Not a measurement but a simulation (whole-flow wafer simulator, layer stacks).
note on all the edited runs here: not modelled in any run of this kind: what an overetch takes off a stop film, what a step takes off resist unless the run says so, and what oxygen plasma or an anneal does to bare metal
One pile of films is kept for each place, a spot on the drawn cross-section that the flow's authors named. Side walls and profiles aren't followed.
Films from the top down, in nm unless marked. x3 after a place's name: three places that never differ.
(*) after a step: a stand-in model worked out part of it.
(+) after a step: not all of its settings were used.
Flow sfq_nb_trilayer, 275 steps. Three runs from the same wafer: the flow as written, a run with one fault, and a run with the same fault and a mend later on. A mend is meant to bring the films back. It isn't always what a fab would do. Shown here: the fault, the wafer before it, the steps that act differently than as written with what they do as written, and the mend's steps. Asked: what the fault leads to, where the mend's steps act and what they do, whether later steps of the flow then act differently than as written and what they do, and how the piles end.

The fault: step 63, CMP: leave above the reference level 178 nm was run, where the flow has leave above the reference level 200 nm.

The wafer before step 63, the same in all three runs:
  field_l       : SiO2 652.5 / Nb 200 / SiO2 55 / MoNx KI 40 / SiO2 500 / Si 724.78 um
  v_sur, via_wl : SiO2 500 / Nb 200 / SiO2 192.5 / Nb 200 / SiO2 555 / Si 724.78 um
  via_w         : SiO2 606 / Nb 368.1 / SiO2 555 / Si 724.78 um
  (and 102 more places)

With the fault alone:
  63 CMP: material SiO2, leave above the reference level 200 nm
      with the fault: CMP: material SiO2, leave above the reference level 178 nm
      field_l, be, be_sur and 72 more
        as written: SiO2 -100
        with the fault: SiO2 -122
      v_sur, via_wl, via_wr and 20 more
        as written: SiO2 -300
        with the fault: SiO2 -322
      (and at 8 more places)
  Later steps of the flow that act differently than as written (3 more steps differ only slightly, by at most 2% or 0.5 nm, whichever is larger, and aren't shown):
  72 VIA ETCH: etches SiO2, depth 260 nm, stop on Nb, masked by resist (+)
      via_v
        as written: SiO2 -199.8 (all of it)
        with the fault: SiO2 -177.8 (all of it)
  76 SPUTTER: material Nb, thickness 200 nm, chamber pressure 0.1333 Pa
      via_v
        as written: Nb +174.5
        with the fault: Nb +179.1
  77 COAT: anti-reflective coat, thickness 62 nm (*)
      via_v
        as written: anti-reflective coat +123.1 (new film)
        with the fault: anti-reflective coat +116.8 (new film)
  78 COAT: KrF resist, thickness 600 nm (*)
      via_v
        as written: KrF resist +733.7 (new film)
        with the fault: KrF resist +716.7 (new film)
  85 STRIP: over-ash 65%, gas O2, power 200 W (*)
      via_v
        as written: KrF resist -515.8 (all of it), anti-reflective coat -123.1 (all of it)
        with the fault: KrF resist -498.8 (all of it), anti-reflective coat -116.8 (all of it)
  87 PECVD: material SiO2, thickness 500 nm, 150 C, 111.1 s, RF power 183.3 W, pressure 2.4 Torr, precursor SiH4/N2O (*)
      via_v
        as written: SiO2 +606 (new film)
        with the fault: SiO2 +554.9 (new film)
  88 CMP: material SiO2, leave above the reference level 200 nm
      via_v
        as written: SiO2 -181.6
        with the fault: SiO2 -157.1
  At the end the piles differ from the flow's by more than 2% or 0.5 nm, whichever is larger, at v_sur, via_wl, via_w and 29 more.
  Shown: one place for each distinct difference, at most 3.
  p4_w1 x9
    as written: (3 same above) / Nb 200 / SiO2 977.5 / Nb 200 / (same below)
    with the fault: (3 same above) / Nb 200 / SiO2 955.5 / Nb 200 / (same below)
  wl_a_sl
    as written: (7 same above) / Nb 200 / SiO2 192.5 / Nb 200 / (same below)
    with the fault: (7 same above) / Nb 200 / SiO2 170.5 / Nb 200 / (same below)
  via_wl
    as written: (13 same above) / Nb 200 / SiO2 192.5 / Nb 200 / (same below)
    with the fault: (13 same above) / Nb 200 / SiO2 170.5 / Nb 200 / (same below)

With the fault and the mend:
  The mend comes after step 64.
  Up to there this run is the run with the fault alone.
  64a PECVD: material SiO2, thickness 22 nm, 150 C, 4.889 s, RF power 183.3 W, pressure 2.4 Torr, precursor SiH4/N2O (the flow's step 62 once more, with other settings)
      field_l, v_sur, via_wl and 103 more
        SiO2 +22
  No later step of the flow acts differently than as written, at any place that is followed, by more than 2% or 0.5 nm, whichever is larger.
  At the end the piles differ from the flow's only slightly at the places that both follow, by at most 2% or 0.5 nm, whichever is larger.
